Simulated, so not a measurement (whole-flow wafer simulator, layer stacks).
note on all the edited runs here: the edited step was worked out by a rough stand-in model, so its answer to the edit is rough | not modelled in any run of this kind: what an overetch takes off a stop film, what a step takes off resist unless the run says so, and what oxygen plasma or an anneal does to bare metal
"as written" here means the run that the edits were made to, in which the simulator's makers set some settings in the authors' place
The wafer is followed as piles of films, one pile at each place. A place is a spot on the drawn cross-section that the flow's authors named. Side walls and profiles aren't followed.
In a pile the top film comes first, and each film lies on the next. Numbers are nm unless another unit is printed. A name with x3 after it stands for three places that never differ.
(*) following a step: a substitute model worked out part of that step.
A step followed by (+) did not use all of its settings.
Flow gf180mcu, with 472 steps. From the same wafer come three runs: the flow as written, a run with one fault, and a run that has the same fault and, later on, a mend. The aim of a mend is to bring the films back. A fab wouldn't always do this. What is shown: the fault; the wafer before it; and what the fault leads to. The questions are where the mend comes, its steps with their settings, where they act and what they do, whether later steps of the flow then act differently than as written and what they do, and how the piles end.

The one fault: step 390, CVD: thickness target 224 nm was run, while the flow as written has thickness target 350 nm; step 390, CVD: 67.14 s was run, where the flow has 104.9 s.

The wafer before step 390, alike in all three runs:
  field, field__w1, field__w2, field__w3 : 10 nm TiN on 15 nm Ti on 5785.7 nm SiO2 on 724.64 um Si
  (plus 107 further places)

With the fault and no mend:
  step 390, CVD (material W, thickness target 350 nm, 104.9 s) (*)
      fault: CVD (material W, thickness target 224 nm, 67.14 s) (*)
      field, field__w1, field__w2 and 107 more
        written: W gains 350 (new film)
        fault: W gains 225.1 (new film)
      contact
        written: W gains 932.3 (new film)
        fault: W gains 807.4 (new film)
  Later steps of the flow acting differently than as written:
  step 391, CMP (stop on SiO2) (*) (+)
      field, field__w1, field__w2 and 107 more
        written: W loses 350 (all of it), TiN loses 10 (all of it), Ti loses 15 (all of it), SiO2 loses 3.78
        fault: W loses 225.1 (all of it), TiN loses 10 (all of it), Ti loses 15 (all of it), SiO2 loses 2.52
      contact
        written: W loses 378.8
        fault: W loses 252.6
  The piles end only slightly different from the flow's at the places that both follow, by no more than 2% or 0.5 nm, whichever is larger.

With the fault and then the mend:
  The mend follows step 390.
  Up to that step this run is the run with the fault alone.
  step 390a, CVD (material W, thickness target 126 nm, 37.76 s) (the flow's step 390, run once more with other settings)
      field, field__w1, field__w2 and 108 more
        W gains 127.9
  Every later step of the flow that is run acts as written, at every place that is followed, to within 2% or 0.5 nm, whichever is larger.
  The piles end only slightly different from the flow's at the places that both follow, by no more than 2% or 0.5 nm, whichever is larger.
